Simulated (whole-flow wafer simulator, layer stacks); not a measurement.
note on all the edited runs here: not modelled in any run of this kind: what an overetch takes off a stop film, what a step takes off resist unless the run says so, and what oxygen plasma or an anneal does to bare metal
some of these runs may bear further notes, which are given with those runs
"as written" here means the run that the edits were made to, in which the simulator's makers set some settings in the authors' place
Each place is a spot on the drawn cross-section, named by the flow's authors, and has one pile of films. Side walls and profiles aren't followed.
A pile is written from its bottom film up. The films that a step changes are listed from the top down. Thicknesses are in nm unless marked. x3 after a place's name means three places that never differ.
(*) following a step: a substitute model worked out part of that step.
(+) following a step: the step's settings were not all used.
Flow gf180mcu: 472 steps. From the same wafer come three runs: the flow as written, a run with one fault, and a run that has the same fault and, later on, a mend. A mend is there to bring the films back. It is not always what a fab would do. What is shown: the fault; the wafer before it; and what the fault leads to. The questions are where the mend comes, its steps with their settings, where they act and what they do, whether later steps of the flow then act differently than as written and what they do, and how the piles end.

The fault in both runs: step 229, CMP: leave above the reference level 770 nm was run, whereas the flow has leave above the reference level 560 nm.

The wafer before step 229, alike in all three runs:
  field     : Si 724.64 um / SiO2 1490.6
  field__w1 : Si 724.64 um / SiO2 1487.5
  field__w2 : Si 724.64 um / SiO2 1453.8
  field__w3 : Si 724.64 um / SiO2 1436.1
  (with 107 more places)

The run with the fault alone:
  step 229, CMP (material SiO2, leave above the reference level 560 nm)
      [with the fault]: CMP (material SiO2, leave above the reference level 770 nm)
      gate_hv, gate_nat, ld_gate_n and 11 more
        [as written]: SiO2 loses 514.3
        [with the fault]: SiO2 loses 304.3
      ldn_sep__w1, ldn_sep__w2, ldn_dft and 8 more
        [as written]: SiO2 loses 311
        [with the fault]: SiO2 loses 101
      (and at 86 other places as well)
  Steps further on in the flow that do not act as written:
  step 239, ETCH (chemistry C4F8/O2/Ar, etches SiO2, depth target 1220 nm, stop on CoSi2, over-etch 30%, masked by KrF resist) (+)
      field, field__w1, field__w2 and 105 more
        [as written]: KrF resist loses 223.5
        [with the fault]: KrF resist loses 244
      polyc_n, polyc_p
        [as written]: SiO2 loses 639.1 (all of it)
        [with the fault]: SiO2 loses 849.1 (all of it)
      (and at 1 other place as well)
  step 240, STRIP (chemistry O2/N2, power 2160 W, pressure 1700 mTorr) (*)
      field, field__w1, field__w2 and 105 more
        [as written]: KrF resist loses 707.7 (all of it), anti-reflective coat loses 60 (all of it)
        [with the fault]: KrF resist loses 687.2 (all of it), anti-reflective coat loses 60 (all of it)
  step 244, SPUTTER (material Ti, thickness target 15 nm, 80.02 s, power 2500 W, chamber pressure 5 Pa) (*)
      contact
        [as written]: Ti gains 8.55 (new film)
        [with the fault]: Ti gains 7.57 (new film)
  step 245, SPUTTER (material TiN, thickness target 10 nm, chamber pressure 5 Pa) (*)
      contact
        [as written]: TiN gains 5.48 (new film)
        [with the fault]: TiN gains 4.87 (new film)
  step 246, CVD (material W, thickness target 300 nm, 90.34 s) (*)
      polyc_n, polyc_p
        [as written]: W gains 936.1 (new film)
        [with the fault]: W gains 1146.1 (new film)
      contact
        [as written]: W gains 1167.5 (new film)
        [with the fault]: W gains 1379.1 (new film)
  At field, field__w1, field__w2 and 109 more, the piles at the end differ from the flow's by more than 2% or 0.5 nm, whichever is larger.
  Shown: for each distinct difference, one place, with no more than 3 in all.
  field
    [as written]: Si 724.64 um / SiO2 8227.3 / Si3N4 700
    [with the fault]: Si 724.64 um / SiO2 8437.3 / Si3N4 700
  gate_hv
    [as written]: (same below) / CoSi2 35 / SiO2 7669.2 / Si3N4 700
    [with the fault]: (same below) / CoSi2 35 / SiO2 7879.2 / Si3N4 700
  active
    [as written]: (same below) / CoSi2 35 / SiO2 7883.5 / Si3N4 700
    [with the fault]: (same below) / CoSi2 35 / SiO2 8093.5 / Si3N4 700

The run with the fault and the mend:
  The mend stands after step 237.
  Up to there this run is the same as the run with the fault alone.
  step 237a, STRIP (chemistry O2/N2, power 2160 W, pressure 1700 mTorr) (*)
      field, field__w1, field__w2 and 105 more
        KrF resist loses 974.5 (all of it), anti-reflective coat loses 60 (all of it)
      contact, polyc_n, polyc_p
        anti-reflective coat loses 60 (all of it)
  step 237b, CMP (material SiO2, leave above the reference level 560 nm) (a further turn of the flow's step 229)
      field, field__w1, field__w2 and 108 more
        SiO2 loses 210
  step 237c, HMDS (120 C, 60 s) (a further turn of the flow's step 231)
      leaves every film unchanged at each place that is followed
  step 237d, COAT (anti-reflective coat, thickness 60 nm, 182 C, 71 s) (a further turn of the flow's step 232)
      field, field__w1, field__w2 and 108 more
        anti-reflective coat gains 60 (new film)
  step 237e, COAT (KrF resist, thickness 1000 nm) (a further turn of the flow's step 233)
      field, field__w1, field__w2 and 108 more
        KrF resist gains 1000 (new film)
  step 237f, SOFTBAKE (KrF resist) (a further turn of the flow's step 234)
      leaves every film unchanged at each place that is followed
  step 237g, EXPOSE (photomask Contact) (a further turn of the flow's step 235)
      leaves every film unchanged at each place that is followed
  step 237h, PEB (KrF resist, 135 C, 90 s) (a further turn of the flow's step 236)
      field, field__w1, field__w2 and 108 more
        KrF resist loses 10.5
  step 237i, DEVELOP (KrF resist, thickness 1000 nm, 60 s) (a further turn of the flow's step 237)
      field, field__w1, field__w2 and 105 more
        KrF resist loses 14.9
      contact, polyc_n, polyc_p
        KrF resist loses 989.5 (all of it)
  None of the later steps of the flow acts differently than as written at any place that is followed.
  By the end, the piles equal the flow's at every place that both follow.
